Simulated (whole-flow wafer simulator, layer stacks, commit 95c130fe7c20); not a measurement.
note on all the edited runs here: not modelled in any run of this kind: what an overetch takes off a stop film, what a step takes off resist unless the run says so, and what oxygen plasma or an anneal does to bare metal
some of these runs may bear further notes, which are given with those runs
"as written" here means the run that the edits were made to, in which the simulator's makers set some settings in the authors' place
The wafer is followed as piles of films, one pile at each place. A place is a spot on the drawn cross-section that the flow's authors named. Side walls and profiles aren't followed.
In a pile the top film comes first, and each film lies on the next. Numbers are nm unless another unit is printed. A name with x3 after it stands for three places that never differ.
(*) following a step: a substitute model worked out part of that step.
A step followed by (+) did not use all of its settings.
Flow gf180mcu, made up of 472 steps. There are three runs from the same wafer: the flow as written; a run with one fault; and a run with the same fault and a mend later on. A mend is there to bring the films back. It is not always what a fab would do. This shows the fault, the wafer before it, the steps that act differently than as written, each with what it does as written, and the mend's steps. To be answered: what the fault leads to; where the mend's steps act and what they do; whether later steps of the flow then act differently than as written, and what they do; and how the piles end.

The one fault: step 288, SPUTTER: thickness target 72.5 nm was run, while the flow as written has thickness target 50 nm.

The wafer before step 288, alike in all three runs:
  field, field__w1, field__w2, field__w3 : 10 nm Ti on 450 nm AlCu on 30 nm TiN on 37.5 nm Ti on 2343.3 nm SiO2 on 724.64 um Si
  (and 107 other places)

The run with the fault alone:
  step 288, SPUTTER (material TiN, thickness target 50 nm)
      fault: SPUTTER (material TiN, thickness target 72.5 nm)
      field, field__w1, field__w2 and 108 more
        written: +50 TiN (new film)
        fault: +72.5 TiN (new film)
  Steps later in the flow that act otherwise than as written (3 more steps, not shown, differ only slightly: by at most 2% or 0.5 nm, whichever is larger):
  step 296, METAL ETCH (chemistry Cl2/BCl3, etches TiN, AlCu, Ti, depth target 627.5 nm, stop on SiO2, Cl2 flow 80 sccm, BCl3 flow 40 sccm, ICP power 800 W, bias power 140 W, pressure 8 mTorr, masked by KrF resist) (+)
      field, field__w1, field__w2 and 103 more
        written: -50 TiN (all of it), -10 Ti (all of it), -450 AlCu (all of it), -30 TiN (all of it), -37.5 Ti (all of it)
        fault: -72.5 TiN (all of it), -10 Ti (all of it), -450 AlCu (all of it), -30 TiN (all of it), -37.5 Ti (all of it)
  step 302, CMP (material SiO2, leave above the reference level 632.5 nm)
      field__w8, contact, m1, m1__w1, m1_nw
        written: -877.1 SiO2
        fault: -899.6 SiO2
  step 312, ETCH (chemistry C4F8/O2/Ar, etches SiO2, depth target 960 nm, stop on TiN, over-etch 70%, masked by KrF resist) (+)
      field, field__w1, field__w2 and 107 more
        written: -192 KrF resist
        fault: -187 KrF resist
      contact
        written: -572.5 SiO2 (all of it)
        fault: -550 SiO2 (all of it)
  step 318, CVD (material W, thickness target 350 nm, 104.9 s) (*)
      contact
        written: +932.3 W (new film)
        fault: +909.6 W (new film)
  At field__w8, contact, m1, m1__w1, m1_nw, the piles at the end differ from the flow's by more than 2% or 0.5 nm, whichever is larger.
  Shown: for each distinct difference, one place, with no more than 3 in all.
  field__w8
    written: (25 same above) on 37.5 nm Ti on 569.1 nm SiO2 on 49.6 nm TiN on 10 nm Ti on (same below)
    fault: (25 same above) on 37.5 nm Ti on 546.6 nm SiO2 on 72.1 nm TiN on 10 nm Ti on (same below)
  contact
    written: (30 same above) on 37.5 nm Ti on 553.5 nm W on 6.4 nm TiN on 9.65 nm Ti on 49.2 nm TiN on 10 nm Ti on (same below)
    fault: (30 same above) on 37.5 nm Ti on 530.8 nm W on 6.49 nm TiN on 9.78 nm Ti on 71.7 nm TiN on 10 nm Ti on (same below)

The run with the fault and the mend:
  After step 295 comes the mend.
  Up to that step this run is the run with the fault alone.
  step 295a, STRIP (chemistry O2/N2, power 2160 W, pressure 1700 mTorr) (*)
      field__w8, contact, m1, m1__w1, m1_nw
        -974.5 KrF resist (all of it)
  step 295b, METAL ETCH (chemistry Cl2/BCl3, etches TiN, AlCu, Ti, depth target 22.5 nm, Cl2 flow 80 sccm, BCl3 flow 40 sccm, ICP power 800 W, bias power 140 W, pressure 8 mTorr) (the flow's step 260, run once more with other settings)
      field, field__w1, field__w2 and 108 more
        -22.5 TiN
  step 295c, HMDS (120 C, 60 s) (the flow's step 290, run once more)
      alters no film at any place that is followed
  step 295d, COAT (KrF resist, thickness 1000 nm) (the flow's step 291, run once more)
      field, field__w1, field__w2 and 108 more
        +1000 KrF resist (new film)
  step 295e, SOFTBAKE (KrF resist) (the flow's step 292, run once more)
      alters no film at any place that is followed
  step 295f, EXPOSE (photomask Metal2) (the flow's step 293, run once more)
      alters no film at any place that is followed
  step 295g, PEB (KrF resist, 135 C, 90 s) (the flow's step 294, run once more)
      field, field__w1, field__w2 and 108 more
        -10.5 KrF resist
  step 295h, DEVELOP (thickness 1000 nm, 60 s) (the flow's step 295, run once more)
      field, field__w1, field__w2 and 103 more
        -989.5 KrF resist (all of it)
      field__w8, contact, m1, m1__w1, m1_nw
        -14.9 KrF resist
  Every later step of the flow that is run acts as written at every place that is followed.
  The piles end the same as the flow's at every place that both follow.
